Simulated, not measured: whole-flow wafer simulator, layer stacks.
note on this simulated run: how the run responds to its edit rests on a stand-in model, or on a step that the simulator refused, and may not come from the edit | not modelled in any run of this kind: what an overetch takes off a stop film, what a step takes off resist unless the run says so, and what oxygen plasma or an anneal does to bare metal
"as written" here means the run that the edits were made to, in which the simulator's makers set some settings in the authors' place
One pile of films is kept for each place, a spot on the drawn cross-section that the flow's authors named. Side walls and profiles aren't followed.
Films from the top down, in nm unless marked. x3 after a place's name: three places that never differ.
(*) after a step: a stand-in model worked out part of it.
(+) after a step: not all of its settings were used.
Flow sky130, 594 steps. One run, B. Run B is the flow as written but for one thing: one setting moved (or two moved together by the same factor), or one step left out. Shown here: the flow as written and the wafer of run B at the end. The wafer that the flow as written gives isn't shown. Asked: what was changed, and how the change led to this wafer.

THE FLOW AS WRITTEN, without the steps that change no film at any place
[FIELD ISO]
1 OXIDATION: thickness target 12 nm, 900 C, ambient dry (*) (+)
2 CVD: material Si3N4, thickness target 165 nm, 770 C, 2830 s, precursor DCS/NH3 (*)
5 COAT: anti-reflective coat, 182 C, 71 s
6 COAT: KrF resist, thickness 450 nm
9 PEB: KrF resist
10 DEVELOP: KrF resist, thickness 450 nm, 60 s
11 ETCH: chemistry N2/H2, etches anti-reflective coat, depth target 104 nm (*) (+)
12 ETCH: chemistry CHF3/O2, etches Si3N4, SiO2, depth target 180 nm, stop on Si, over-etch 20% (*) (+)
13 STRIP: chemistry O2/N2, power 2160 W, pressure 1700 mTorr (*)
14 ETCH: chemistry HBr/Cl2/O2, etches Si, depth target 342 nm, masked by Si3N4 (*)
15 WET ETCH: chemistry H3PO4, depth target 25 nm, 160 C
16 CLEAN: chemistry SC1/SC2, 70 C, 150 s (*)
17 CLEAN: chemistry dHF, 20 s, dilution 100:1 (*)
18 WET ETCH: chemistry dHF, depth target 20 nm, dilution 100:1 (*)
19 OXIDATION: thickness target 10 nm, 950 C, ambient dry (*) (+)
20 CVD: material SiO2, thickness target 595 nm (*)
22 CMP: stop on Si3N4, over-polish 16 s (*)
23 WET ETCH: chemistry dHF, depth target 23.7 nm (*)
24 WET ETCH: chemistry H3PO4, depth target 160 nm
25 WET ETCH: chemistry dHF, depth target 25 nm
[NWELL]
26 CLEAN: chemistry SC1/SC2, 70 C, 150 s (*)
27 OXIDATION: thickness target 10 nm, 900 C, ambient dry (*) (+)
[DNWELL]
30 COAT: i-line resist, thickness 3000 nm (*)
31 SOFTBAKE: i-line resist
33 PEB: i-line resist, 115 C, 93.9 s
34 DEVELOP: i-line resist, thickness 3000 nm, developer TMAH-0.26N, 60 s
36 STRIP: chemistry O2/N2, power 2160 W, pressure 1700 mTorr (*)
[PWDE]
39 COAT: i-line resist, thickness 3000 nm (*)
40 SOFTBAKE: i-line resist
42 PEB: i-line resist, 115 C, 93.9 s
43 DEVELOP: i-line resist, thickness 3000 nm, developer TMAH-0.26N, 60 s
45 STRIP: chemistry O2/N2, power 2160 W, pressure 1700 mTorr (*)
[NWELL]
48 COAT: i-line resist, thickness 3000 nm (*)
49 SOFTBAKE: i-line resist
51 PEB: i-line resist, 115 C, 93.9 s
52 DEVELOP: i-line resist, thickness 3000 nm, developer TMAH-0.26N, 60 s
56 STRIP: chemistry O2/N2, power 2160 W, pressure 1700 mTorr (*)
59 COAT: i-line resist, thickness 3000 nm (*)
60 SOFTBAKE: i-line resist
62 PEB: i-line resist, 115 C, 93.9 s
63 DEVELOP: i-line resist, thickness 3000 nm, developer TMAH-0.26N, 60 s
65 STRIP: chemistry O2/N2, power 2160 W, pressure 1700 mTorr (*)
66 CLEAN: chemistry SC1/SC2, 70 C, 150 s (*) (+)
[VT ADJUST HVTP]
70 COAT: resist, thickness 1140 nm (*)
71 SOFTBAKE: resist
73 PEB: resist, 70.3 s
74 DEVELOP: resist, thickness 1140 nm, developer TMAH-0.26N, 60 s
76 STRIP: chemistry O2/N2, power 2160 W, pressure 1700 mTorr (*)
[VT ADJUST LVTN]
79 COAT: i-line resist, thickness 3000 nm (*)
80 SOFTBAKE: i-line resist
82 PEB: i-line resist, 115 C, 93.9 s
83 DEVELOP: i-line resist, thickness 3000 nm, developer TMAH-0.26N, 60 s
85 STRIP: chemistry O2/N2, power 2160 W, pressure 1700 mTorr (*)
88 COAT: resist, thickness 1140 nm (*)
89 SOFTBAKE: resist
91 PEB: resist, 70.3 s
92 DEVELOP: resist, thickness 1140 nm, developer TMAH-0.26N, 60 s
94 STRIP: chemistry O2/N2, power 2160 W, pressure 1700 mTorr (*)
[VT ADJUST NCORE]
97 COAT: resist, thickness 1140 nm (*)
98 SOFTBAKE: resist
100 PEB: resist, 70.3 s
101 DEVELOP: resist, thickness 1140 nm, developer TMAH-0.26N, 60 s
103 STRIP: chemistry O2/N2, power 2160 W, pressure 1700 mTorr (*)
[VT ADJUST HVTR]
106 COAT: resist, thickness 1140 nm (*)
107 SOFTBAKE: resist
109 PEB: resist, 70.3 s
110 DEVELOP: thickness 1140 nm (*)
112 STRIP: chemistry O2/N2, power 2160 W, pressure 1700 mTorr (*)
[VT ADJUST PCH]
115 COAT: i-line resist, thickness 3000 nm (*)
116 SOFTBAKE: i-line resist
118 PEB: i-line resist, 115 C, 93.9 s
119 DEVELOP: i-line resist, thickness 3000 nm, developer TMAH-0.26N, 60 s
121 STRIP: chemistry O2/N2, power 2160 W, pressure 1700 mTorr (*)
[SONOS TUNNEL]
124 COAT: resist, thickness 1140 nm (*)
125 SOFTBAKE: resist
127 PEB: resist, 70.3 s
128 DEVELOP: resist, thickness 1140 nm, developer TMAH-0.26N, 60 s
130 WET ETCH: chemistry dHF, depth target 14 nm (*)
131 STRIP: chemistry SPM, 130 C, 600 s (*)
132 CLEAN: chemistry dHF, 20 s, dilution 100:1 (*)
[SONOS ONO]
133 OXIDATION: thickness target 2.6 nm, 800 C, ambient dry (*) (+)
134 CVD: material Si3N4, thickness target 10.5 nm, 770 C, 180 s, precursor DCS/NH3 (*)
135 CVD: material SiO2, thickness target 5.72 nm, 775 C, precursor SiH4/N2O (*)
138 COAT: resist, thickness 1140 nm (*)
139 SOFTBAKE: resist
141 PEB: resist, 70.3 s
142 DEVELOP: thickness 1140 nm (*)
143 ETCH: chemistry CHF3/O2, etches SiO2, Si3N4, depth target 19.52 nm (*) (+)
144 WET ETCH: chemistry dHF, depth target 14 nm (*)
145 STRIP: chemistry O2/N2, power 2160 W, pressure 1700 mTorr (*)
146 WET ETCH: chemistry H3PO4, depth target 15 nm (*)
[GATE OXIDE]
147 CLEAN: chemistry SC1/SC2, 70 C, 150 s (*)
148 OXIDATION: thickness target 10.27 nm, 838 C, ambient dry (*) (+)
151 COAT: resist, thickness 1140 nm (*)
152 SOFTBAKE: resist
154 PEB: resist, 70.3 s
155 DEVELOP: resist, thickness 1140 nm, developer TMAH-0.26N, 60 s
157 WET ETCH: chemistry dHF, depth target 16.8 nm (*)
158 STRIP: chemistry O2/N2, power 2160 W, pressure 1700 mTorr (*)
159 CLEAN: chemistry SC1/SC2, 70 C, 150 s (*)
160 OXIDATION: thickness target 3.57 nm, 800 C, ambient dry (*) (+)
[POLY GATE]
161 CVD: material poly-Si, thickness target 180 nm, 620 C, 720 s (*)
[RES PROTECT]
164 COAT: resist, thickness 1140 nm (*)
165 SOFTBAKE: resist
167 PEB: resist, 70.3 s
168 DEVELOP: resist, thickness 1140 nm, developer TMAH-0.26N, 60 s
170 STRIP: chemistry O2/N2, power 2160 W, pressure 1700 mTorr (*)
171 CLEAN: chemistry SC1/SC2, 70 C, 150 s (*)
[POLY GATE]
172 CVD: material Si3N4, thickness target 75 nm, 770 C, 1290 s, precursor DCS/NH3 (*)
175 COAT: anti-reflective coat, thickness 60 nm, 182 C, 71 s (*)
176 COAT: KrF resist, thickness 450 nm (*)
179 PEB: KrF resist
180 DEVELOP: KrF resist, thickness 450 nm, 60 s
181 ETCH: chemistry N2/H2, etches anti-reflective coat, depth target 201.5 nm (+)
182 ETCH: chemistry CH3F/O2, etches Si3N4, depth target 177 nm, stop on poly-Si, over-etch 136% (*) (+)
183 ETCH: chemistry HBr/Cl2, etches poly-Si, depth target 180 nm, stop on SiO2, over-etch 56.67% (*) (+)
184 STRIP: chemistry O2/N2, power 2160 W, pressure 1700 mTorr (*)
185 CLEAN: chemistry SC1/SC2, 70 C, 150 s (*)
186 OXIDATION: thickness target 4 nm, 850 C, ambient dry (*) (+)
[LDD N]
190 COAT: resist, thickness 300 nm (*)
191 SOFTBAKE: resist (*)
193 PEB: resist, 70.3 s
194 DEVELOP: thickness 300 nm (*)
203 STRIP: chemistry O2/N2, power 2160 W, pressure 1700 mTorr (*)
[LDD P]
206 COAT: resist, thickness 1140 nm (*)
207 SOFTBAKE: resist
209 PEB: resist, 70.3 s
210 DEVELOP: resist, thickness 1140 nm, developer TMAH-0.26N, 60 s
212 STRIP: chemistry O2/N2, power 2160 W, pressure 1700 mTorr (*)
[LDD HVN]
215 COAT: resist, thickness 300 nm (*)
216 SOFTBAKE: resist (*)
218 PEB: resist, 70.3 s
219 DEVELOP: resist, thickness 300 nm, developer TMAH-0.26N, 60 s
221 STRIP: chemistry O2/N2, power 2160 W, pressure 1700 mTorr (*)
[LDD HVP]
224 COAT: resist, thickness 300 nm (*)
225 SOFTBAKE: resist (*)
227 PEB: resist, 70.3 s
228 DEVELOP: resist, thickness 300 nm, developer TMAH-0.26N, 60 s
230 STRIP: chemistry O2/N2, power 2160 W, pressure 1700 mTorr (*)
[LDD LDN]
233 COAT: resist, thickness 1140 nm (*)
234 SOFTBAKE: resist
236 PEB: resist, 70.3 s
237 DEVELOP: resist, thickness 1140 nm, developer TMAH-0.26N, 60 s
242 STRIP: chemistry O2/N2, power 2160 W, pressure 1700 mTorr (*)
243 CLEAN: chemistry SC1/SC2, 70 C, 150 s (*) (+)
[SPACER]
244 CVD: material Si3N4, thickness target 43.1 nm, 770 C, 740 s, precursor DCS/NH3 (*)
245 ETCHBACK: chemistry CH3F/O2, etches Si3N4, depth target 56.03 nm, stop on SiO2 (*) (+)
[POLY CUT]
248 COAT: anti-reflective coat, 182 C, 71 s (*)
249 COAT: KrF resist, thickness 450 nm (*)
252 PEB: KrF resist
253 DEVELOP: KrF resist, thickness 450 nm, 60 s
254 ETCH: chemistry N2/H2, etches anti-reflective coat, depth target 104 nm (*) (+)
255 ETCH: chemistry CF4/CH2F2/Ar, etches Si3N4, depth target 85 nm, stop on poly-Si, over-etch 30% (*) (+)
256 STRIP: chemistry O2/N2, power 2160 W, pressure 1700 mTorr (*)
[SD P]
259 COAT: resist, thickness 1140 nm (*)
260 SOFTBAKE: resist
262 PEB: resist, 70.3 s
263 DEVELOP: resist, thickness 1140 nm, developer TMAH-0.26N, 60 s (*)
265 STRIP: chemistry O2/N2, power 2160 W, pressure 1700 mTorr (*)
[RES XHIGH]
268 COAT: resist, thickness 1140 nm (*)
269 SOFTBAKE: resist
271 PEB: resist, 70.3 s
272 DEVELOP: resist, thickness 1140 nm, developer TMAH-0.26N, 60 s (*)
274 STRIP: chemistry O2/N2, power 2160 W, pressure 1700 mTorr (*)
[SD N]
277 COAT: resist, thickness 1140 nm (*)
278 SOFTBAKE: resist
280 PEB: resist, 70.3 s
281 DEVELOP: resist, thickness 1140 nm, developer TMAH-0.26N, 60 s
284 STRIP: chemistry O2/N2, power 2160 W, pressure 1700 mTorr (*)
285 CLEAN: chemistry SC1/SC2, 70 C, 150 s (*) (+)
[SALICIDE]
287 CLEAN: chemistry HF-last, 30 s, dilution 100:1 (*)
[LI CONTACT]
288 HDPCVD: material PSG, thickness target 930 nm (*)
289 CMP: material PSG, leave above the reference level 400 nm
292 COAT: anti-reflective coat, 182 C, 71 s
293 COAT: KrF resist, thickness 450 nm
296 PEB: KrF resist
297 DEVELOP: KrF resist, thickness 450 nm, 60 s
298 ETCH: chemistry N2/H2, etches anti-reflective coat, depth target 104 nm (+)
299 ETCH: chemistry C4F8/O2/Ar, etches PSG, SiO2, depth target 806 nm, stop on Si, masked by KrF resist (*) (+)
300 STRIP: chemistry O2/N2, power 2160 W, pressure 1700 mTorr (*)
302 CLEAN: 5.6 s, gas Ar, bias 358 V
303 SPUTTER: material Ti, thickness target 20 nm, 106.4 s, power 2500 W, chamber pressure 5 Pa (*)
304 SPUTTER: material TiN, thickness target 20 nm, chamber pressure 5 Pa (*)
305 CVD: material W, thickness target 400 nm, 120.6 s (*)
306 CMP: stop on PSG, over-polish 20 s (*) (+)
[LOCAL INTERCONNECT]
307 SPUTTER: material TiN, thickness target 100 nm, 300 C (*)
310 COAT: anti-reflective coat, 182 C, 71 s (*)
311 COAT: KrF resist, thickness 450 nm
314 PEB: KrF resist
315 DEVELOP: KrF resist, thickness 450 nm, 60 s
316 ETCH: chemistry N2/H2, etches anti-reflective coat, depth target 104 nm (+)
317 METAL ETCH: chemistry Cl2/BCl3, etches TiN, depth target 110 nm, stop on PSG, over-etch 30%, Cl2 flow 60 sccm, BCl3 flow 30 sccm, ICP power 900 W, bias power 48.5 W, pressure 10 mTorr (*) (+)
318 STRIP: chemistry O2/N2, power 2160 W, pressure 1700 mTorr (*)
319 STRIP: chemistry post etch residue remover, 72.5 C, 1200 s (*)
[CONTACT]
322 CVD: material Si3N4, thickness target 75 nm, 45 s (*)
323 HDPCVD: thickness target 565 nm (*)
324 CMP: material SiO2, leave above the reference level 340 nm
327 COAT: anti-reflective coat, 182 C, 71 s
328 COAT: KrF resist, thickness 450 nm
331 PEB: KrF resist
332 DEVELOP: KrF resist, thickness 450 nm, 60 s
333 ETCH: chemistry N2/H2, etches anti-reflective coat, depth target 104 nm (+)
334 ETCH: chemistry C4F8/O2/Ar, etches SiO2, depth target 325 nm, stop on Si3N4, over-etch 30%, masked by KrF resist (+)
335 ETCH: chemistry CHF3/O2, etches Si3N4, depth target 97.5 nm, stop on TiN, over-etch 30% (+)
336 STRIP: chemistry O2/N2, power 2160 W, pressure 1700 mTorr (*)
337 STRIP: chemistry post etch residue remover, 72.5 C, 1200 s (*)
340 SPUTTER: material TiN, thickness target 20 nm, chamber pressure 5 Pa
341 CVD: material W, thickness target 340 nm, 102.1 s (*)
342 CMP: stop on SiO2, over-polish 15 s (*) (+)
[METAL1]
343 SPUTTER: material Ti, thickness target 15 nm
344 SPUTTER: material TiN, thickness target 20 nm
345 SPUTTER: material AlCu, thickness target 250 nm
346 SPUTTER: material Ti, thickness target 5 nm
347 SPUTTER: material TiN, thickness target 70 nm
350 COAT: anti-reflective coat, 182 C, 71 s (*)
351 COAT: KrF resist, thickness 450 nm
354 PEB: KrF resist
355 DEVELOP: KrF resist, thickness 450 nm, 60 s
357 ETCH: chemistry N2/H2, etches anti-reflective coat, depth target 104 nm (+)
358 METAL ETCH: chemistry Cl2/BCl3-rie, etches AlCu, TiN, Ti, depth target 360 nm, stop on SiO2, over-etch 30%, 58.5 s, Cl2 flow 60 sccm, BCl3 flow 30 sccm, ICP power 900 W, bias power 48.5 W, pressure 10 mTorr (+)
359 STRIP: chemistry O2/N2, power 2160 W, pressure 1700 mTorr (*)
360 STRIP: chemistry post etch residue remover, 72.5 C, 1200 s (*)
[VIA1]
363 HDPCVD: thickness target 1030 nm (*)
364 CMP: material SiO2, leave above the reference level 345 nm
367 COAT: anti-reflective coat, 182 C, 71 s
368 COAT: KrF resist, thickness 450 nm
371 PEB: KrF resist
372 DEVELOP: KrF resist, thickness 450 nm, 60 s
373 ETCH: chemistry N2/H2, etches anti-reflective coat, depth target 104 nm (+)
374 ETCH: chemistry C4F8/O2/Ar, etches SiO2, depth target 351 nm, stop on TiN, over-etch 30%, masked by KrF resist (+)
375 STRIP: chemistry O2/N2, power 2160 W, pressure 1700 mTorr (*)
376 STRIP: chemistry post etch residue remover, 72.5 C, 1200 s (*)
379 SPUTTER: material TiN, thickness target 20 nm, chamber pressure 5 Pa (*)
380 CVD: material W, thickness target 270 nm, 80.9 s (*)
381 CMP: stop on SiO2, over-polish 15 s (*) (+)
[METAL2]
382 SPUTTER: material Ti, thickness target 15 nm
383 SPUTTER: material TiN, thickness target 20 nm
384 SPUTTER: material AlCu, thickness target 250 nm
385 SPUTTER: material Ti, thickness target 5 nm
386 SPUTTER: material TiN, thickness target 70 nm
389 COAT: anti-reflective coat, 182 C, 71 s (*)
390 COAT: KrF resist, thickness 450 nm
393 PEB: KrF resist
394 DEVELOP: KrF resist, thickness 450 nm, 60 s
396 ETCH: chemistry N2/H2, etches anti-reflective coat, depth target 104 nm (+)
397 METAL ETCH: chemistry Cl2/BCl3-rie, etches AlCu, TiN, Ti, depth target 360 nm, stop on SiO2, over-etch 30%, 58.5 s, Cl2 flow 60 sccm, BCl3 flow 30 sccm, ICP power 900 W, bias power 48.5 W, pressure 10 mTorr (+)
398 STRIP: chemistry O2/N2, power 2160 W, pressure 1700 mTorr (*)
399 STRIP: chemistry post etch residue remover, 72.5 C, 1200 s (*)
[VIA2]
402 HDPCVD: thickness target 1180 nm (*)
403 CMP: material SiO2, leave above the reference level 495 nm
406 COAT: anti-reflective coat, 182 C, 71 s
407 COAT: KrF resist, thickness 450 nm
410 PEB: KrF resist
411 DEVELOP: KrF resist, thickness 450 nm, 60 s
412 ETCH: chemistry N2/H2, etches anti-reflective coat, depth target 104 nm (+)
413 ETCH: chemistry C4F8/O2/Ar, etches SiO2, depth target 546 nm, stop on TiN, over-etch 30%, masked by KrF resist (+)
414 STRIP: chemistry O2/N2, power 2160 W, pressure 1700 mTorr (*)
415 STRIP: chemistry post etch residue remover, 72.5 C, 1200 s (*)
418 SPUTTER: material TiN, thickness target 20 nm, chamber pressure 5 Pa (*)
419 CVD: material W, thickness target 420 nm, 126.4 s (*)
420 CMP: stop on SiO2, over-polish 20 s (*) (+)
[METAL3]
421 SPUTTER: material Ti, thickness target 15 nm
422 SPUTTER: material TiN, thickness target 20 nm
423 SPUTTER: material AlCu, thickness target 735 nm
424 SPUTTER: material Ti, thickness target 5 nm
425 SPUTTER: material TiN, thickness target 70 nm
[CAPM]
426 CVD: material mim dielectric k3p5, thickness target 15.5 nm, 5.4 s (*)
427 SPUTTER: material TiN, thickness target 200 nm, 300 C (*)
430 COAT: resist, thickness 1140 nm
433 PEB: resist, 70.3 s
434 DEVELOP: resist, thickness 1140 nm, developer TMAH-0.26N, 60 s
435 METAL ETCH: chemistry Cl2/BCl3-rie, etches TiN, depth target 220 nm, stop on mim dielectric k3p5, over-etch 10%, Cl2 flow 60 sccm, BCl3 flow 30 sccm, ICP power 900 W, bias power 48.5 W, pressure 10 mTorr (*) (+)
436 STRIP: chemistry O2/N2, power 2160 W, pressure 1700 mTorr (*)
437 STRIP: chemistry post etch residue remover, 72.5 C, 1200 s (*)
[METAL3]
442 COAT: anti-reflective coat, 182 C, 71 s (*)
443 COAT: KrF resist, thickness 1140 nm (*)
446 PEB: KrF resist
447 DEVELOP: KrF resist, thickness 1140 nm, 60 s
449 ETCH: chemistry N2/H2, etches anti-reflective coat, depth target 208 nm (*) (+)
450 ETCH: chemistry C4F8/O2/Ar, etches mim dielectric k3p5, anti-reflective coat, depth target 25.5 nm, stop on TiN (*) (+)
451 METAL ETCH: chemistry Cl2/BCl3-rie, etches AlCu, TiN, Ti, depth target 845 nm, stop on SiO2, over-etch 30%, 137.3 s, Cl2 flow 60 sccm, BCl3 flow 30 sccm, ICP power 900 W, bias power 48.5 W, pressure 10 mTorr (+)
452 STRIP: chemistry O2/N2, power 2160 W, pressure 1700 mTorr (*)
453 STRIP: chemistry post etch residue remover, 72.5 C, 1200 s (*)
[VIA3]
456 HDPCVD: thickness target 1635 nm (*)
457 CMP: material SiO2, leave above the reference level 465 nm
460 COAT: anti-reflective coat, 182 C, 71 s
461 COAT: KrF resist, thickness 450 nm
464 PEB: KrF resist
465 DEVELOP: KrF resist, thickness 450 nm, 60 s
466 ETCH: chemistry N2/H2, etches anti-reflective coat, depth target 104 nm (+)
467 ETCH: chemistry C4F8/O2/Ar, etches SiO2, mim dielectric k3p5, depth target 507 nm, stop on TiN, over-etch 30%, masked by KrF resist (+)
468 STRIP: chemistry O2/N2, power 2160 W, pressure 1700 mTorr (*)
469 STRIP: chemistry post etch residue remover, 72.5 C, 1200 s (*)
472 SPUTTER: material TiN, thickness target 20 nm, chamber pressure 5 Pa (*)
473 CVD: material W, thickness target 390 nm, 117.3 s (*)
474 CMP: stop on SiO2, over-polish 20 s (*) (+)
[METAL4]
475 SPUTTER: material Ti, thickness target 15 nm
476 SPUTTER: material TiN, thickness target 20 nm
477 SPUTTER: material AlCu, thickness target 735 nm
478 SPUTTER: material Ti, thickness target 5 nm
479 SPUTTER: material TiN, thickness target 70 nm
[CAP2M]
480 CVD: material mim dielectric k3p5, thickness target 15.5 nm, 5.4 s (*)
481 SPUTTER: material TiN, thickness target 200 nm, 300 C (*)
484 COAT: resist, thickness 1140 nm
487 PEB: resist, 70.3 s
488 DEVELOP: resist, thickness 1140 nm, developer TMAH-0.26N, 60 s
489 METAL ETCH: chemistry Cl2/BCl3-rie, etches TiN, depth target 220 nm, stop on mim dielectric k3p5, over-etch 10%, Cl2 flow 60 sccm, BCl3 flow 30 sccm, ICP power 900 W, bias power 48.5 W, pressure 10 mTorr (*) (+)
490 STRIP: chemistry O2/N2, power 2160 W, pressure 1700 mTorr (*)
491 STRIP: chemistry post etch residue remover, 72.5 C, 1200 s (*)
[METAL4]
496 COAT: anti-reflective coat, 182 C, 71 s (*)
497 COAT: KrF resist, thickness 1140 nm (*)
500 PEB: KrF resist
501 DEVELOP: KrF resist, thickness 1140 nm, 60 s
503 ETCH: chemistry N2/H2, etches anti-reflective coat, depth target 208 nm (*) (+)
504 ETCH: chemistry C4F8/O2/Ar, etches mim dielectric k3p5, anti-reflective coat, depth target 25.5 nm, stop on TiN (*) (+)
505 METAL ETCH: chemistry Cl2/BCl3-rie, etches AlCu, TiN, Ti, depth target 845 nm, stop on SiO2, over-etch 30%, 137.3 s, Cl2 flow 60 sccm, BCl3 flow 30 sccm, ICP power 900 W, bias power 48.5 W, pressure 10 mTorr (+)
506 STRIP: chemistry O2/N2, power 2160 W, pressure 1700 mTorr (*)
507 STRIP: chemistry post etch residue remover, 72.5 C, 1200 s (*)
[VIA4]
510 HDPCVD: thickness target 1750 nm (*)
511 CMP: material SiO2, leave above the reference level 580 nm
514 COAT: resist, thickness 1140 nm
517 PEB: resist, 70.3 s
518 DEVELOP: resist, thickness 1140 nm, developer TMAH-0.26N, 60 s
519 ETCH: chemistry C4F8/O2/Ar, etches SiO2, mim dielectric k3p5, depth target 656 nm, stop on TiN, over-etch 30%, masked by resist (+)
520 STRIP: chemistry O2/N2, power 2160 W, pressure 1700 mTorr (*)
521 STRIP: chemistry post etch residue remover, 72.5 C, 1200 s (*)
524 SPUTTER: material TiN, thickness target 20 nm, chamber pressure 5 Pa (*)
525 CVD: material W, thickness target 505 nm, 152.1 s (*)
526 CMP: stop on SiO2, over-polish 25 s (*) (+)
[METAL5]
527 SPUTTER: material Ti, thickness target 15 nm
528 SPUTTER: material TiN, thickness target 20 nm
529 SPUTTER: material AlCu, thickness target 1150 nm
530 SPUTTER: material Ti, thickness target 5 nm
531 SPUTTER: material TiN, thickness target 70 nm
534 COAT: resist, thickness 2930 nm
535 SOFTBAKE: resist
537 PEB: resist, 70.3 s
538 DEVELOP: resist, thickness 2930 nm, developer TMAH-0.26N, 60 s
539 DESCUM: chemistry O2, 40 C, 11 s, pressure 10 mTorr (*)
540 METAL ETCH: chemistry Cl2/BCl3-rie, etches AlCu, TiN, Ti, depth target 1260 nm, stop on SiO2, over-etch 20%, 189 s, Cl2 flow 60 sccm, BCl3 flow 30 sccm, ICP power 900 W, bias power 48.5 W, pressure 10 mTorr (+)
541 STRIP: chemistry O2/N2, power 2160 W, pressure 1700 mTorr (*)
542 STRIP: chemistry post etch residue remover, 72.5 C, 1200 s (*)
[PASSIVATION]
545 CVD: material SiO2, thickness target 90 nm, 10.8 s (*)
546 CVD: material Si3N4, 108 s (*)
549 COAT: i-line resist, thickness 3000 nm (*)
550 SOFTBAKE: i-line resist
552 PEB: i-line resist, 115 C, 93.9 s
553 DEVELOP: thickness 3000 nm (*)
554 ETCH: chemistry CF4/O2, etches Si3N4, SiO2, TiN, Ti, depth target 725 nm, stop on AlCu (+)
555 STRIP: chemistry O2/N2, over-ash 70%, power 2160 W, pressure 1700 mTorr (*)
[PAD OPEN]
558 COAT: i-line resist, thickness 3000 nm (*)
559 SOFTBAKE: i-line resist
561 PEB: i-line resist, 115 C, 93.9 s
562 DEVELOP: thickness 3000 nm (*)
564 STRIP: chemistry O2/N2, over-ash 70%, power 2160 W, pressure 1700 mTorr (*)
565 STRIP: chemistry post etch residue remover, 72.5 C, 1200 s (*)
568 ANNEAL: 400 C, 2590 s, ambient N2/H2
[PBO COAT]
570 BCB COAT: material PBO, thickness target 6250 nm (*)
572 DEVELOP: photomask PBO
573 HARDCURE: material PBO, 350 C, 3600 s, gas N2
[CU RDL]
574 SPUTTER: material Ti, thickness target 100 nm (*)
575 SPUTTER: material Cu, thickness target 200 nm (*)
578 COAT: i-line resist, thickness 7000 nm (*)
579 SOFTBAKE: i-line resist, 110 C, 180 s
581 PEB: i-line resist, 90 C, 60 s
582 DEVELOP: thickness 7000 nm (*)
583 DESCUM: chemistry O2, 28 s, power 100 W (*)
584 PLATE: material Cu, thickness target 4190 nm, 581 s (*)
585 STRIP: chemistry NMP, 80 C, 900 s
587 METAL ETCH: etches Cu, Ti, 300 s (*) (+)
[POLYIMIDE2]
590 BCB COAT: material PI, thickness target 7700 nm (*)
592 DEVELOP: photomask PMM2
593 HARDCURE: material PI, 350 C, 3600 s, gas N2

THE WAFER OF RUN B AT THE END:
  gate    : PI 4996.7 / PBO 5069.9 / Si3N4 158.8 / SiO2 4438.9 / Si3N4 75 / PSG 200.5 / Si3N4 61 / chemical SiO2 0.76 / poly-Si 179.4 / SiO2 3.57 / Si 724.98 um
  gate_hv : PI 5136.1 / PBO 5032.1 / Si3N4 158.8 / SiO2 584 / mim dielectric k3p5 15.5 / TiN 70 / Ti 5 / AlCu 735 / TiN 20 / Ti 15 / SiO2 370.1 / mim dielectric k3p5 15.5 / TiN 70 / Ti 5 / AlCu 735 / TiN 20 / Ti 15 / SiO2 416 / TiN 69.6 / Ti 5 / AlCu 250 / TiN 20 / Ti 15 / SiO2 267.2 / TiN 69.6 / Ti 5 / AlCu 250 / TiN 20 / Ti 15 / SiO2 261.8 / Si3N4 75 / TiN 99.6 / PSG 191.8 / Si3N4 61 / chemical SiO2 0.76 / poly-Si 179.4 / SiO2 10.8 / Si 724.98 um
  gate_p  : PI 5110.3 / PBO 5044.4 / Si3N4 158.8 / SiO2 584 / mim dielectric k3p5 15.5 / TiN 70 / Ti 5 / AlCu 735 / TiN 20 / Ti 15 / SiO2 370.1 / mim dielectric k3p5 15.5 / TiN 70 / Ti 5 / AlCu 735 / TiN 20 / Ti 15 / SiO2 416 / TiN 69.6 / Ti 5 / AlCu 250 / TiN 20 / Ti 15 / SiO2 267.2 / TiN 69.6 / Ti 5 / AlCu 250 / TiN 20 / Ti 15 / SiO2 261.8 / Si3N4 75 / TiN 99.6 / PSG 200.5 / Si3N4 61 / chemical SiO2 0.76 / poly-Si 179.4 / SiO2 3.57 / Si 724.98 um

The cause: step 289, CMP: leave above the reference level 210 nm was run, where the flow has leave above the reference level 400 nm.

How the change led to this, step by step:
  289 CMP: material PSG, leave above the reference level 400 nm
      gate, spacer, gate_p and 34 more: PSG -720 (as written it would be: PSG -530)
      mim, vpp_sp, vpp_ln and 30 more: PSG -523.9 (as written it would be: PSG -333.9)
      (and at 122 more places)
  299 ETCH: chemistry C4F8/O2/Ar, etches PSG, SiO2, depth target 806 nm, stop on Si, masked by KrF resist (*) (+)
      field, active, n_well and 184 more: KrF resist -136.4 (as written it would be: KrF resist -161.2)
      contact, ndiff_licon, ndiff_licon_cpp: PSG -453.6 (all of it), SiO2 -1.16 (all of it) (as written it would be: PSG -643.6 (all of it), SiO2 -1.16 (all of it))
      (and at 2 more places)
  300 STRIP: chemistry O2/N2, power 2160 W, pressure 1700 mTorr (*)
      field, active, n_well and 184 more: KrF resist -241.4 (all of it), anti-reflective coat -80 (all of it) (as written it would be: KrF resist -216.6 (all of it), anti-reflective coat -80 (all of it))
  303 SPUTTER: material Ti, thickness target 20 nm, 106.4 s, power 2500 W, chamber pressure 5 Pa (*)
      ndiff_licon: Ti +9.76 (new film) (as written it would be: Ti +7.24 (new film))
      ndiff_licon_cpp: Ti +8.79 (new film) (as written it would be: Ti +6.53 (new film))
      (and at 1 more place)
  304 SPUTTER: material TiN, thickness target 20 nm, chamber pressure 5 Pa (*)
      ndiff_licon: TiN +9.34 (new film) (as written it would be: TiN +6.83 (new film))
      ndiff_licon_cpp: TiN +8.43 (new film) (as written it would be: TiN +6.17 (new film))
      (and at 1 more place)
  305 CVD: material W, thickness target 400 nm, 120.6 s (*)
      ndiff_licon: W +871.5 (new film) (as written it would be: W +1066.5 (new film))
      ndiff_licon_cpp: W +873.4 (new film) (as written it would be: W +1067.9 (new film))
      (and at 1 more place)
  306 CMP: stop on PSG, over-polish 20 s (*) (+)
      poly_licon: W -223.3 (as written it would be: W -33.3)
